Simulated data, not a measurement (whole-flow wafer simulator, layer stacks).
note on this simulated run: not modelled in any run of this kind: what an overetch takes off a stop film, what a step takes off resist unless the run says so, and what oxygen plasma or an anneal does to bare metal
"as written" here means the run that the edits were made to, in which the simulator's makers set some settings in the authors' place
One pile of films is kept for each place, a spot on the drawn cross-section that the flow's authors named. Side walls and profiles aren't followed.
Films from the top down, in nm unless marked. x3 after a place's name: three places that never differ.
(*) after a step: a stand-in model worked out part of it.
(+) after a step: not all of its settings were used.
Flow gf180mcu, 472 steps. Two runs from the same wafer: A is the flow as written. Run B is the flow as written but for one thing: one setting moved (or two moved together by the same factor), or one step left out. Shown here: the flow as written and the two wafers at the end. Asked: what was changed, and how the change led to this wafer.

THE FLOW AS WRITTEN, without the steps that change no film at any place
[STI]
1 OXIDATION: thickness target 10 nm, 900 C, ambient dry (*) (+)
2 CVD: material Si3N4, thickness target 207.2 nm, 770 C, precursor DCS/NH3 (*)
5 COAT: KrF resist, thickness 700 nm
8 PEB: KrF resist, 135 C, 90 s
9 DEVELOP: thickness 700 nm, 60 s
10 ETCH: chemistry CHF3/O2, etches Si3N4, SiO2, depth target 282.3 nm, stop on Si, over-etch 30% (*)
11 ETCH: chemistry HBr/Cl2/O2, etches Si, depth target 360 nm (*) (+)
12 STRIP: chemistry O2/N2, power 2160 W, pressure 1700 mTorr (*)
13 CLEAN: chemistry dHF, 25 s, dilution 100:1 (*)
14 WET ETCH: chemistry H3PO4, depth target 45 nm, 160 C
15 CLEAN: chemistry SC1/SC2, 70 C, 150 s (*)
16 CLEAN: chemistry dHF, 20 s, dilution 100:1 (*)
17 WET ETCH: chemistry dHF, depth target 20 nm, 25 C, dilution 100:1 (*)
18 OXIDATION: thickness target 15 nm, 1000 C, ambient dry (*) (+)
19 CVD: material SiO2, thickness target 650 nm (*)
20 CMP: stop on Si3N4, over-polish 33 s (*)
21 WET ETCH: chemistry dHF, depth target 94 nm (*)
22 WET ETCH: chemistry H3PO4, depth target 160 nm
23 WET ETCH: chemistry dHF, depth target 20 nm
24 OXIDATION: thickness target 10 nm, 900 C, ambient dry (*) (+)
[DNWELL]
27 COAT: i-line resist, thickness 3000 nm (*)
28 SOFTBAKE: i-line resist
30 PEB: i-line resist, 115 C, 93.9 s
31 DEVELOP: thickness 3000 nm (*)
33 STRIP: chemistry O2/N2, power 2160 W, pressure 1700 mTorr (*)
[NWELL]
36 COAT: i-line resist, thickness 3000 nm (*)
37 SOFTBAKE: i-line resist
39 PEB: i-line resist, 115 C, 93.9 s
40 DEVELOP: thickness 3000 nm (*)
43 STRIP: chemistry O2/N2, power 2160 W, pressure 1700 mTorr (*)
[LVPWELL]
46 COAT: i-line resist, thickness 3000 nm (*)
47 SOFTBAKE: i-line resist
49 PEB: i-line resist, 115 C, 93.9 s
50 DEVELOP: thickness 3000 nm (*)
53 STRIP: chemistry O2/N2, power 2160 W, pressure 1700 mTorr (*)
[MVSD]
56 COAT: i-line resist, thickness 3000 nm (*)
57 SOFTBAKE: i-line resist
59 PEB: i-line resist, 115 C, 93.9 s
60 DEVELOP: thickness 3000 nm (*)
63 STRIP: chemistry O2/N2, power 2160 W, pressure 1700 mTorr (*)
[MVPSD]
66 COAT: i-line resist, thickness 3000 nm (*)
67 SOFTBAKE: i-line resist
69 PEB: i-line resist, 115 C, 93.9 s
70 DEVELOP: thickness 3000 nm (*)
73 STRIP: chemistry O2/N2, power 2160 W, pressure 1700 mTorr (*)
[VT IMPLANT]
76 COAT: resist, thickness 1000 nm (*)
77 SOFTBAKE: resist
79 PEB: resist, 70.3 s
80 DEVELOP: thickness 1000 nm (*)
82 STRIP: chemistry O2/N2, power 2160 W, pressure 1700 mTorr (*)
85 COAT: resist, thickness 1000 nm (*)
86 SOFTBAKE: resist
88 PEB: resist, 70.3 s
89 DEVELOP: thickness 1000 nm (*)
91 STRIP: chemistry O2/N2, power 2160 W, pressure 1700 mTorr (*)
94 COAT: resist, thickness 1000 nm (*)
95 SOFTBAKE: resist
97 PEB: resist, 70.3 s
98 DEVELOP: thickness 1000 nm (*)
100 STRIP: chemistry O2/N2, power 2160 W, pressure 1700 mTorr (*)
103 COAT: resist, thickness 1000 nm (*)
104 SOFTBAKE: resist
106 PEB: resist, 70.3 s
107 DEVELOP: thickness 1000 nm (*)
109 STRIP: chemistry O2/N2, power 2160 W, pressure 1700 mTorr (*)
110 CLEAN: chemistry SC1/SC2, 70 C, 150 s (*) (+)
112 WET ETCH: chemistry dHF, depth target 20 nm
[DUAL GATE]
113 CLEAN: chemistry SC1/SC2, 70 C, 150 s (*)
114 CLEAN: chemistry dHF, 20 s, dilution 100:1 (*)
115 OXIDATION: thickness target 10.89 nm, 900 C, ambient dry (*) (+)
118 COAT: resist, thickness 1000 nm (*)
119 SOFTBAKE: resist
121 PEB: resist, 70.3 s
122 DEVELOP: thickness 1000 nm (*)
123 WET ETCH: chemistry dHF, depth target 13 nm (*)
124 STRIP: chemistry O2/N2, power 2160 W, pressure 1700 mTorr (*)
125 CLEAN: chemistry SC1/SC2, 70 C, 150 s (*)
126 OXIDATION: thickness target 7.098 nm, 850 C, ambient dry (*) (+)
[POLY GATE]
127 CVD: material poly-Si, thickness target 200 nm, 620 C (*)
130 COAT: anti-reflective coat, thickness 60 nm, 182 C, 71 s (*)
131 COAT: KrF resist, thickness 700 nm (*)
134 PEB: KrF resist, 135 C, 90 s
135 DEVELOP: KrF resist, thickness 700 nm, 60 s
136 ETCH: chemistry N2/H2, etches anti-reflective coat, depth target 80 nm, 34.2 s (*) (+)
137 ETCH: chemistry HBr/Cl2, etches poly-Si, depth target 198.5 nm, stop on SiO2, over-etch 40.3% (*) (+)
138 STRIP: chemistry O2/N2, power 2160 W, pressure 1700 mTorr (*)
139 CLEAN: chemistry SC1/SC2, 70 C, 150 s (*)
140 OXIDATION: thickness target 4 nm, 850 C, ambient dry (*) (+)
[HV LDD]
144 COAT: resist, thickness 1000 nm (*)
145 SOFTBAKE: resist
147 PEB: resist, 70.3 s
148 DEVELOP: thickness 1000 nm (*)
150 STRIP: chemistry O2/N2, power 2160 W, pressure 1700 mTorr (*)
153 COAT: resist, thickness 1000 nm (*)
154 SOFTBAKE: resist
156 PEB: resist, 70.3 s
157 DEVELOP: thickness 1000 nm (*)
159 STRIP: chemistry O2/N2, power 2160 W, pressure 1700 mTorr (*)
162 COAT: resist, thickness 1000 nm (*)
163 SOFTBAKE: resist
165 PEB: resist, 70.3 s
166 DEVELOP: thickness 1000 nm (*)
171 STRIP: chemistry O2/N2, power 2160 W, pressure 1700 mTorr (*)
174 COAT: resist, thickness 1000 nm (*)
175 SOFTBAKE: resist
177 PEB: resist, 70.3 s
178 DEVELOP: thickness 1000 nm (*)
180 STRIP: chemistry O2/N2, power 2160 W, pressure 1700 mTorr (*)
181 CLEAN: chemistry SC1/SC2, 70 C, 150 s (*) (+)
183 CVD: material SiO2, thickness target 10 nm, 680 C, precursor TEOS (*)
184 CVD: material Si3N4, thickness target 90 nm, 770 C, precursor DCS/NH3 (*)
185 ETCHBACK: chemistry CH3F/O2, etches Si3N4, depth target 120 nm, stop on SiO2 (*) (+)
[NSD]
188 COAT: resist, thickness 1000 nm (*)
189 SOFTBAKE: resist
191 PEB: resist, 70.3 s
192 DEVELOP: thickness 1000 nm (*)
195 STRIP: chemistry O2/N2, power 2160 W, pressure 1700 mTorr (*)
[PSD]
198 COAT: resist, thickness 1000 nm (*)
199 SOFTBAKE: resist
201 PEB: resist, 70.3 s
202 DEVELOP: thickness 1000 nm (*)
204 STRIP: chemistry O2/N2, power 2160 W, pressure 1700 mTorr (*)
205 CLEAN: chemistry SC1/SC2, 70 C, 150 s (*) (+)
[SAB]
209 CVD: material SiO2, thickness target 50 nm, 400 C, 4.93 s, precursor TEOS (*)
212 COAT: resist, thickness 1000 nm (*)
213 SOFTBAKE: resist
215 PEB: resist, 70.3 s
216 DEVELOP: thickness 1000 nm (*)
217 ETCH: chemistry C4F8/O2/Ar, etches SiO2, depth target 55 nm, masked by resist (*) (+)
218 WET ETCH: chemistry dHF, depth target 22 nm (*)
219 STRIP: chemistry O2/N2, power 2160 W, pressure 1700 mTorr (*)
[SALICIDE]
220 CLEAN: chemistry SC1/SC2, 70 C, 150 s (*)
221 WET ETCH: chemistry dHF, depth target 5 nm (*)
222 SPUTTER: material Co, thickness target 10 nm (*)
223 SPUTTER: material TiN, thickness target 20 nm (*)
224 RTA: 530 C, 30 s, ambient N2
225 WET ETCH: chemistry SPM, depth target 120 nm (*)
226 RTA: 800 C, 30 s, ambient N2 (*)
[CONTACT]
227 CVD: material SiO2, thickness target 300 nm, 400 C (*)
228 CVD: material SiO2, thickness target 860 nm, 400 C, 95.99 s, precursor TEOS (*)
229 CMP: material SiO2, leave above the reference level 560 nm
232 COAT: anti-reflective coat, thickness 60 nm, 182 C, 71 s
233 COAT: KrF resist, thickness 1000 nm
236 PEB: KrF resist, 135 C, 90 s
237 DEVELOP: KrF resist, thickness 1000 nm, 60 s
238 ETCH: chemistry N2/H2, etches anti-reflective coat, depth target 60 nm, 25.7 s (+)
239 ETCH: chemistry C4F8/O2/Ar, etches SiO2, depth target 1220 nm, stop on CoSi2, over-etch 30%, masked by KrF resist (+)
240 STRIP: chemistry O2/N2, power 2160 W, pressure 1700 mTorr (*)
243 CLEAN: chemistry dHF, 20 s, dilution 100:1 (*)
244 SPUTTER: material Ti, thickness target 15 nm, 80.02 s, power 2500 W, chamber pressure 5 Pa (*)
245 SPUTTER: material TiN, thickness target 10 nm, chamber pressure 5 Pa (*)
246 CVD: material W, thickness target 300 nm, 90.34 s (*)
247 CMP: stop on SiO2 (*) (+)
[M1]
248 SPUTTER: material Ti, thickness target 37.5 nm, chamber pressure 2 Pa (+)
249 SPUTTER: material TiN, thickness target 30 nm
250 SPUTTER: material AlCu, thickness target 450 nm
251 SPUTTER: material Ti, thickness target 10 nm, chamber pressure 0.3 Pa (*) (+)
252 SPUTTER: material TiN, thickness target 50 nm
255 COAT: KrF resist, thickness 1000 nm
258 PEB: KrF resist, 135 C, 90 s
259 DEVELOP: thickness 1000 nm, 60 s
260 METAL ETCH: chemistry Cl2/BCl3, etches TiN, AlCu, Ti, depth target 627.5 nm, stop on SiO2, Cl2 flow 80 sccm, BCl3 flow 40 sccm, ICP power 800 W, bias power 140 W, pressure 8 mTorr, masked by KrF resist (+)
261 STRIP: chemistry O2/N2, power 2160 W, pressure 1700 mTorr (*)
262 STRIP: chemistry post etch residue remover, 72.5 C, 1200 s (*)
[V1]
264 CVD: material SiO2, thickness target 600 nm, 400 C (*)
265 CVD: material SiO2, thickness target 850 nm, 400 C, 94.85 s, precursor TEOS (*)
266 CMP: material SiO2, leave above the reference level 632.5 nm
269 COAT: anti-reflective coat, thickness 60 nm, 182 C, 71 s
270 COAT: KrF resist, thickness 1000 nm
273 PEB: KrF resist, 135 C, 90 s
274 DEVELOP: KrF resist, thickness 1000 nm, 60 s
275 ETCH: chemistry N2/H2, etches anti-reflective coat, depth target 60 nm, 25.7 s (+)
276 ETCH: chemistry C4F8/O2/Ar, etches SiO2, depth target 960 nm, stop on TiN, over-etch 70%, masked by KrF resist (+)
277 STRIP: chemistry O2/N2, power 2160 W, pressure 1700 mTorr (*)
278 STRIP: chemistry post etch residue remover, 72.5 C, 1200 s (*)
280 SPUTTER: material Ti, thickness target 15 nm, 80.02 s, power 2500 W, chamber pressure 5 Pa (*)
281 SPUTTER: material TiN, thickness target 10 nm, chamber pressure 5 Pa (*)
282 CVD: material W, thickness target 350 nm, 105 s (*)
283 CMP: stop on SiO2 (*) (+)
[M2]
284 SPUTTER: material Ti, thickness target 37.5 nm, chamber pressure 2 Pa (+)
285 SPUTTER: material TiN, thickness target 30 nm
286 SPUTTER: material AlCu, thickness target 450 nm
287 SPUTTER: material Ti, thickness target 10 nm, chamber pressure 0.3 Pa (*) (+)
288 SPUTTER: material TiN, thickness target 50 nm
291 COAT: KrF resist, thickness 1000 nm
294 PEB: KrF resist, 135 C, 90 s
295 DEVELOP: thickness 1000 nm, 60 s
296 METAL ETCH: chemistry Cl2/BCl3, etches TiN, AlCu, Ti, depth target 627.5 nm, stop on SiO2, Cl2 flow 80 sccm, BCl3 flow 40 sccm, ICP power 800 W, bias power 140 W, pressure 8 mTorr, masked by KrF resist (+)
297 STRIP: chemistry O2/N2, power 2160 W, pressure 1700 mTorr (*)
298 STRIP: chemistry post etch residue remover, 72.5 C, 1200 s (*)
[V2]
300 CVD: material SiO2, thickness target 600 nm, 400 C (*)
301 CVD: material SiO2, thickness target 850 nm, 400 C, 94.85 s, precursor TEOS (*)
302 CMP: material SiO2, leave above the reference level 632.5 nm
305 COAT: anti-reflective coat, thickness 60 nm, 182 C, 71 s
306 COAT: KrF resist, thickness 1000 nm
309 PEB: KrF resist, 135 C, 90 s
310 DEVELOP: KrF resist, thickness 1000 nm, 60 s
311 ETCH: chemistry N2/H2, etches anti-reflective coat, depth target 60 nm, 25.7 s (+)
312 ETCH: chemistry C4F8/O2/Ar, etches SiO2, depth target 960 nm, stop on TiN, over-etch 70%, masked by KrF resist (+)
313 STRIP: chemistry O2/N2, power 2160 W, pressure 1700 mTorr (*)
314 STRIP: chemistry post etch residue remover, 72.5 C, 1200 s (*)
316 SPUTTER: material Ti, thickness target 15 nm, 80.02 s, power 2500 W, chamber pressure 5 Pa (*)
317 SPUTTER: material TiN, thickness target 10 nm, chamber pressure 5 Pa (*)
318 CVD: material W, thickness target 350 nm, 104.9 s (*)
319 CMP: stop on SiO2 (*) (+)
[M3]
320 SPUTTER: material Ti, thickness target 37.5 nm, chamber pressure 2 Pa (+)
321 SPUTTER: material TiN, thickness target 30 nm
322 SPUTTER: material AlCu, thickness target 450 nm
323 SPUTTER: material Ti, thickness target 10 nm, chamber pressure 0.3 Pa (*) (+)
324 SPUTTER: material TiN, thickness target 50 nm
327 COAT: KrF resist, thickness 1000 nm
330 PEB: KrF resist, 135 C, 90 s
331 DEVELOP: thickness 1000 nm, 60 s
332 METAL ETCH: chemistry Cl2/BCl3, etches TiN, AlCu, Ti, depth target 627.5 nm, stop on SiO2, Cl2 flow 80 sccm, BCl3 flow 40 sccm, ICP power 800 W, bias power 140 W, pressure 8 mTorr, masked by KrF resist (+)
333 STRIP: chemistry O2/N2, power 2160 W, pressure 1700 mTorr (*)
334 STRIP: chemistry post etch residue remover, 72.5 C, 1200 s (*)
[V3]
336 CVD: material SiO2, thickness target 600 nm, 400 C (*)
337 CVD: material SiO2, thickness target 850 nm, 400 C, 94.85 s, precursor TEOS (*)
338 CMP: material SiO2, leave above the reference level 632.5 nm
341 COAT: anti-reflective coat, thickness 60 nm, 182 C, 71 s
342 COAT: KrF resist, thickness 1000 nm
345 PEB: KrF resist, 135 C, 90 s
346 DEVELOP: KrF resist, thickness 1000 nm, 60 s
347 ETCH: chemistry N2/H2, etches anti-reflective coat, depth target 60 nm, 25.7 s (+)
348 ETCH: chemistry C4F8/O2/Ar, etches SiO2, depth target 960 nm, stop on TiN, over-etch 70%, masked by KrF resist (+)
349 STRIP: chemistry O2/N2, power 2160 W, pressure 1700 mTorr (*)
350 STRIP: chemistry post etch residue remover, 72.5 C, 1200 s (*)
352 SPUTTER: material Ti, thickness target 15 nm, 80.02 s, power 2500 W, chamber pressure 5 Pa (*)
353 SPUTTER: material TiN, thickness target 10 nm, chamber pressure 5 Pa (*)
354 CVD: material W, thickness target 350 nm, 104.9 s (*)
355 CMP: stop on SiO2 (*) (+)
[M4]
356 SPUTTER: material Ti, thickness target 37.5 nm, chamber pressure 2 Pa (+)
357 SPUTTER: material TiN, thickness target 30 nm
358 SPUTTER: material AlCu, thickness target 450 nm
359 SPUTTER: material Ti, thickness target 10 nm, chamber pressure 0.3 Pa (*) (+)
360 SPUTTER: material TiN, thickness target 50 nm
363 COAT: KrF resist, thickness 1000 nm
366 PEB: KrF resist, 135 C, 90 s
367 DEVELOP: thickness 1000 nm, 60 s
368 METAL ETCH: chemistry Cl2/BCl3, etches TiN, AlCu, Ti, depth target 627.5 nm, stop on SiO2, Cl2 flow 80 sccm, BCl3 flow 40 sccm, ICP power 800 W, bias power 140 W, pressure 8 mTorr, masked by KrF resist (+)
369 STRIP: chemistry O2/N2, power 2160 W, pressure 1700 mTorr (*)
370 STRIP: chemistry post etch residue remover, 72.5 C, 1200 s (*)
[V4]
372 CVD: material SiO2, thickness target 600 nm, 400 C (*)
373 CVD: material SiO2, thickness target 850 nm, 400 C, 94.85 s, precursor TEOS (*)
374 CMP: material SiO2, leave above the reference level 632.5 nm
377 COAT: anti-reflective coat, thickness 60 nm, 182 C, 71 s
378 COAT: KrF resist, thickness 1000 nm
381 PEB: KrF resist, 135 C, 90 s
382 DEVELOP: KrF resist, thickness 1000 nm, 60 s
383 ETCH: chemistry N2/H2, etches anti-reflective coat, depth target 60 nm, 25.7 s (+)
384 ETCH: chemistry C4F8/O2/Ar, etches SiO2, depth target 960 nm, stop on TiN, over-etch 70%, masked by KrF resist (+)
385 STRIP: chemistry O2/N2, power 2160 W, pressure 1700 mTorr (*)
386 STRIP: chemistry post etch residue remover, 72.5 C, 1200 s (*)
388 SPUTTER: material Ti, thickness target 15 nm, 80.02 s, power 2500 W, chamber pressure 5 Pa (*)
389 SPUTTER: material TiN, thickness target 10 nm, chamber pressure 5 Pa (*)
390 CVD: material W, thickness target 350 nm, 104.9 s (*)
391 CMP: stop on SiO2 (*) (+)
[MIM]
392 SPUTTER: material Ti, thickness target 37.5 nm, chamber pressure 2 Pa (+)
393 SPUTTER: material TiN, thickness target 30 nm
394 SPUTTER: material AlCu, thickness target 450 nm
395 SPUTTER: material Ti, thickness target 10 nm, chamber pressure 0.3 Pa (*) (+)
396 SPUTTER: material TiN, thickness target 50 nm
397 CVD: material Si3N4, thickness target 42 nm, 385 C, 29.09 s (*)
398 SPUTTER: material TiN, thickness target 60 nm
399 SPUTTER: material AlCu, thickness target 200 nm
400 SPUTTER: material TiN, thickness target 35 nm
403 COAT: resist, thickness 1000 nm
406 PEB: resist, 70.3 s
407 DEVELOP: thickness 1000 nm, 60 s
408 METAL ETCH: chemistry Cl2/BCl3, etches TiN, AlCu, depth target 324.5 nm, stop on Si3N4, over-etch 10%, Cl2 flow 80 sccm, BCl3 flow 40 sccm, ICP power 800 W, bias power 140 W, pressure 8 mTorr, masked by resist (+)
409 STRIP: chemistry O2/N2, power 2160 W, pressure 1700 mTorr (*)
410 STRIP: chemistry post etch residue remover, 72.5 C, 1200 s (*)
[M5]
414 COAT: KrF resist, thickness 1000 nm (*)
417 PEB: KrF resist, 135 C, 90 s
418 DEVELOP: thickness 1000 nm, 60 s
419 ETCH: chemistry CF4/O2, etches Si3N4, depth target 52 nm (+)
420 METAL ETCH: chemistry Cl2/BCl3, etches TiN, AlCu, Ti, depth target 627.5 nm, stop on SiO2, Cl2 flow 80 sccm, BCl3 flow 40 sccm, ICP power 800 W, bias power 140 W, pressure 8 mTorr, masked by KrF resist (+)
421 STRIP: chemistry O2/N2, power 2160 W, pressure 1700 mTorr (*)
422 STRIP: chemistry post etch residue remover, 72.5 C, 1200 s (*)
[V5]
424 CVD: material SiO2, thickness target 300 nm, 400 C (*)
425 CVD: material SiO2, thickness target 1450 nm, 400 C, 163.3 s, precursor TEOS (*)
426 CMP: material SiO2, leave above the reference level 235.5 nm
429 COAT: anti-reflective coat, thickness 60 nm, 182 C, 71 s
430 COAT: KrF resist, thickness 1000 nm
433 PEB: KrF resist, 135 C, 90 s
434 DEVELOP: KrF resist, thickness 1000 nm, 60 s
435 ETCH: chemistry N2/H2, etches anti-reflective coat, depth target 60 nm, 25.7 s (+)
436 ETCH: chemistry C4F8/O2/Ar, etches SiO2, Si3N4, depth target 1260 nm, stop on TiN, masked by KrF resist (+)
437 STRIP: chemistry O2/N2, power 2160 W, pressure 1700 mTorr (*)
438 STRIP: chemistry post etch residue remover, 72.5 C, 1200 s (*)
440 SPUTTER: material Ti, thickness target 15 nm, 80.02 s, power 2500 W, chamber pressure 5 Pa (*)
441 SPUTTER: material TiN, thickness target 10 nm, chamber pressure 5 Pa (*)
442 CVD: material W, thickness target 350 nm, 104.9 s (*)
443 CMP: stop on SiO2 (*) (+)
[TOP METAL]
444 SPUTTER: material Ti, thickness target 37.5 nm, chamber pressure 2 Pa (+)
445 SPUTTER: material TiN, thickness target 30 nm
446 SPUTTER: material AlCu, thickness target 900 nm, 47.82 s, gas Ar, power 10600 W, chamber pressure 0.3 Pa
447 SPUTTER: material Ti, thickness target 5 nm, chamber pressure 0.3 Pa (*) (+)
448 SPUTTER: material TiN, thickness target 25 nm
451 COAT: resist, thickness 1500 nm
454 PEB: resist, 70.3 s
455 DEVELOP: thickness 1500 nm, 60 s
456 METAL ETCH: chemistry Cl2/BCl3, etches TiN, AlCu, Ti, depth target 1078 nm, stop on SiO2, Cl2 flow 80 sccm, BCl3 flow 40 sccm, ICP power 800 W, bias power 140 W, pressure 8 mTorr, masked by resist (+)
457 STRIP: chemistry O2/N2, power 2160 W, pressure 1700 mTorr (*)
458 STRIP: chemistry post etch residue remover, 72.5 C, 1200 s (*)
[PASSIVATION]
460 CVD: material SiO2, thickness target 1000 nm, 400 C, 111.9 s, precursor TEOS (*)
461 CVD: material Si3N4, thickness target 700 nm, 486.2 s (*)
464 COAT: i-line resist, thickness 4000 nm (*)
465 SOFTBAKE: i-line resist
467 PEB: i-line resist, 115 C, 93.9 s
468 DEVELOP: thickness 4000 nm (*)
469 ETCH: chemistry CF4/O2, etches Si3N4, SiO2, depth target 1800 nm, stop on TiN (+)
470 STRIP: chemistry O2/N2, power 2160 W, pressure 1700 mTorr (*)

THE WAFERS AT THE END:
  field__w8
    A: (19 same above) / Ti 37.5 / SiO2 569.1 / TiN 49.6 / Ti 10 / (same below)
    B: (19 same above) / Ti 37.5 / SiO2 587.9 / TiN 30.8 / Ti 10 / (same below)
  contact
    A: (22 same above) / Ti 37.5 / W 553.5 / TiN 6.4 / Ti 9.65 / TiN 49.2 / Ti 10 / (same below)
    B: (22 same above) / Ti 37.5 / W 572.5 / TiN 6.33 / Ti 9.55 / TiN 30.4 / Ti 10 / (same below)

The cause: step 324, SPUTTER: thickness target 31.2 nm was run, where the flow has thickness target 50 nm.

How the change led to this, step by step:
  324 SPUTTER: material TiN, thickness target 50 nm
      field, field__w1, field__w2 and 108 more: A TiN +50 (new film) | B TiN +31.2 (new film)
  332 METAL ETCH: chemistry Cl2/BCl3, etches TiN, AlCu, Ti, depth target 627.5 nm, stop on SiO2, Cl2 flow 80 sccm, BCl3 flow 40 sccm, ICP power 800 W, bias power 140 W, pressure 8 mTorr, masked by KrF resist (+)
      field, field__w1, field__w2 and 103 more: A TiN -50 (all of it), Ti -10 (all of it), AlCu -450 (all of it), TiN -30 (all of it), Ti -37.5 (all of it) | B TiN -31.2 (all of it), Ti -10 (all of it), AlCu -450 (all of it), TiN -30 (all of it), Ti -37.5 (all of it)
  338 CMP: material SiO2, leave above the reference level 632.5 nm
      field__w8, contact, m1, m1__w1, m1_nw: A SiO2 -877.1 | B SiO2 -858.3
  348 ETCH: chemistry C4F8/O2/Ar, etches SiO2, depth target 960 nm, stop on TiN, over-etch 70%, masked by KrF resist (+)
      contact: A SiO2 -572.5 (all of it) | B SiO2 -591.3 (all of it)
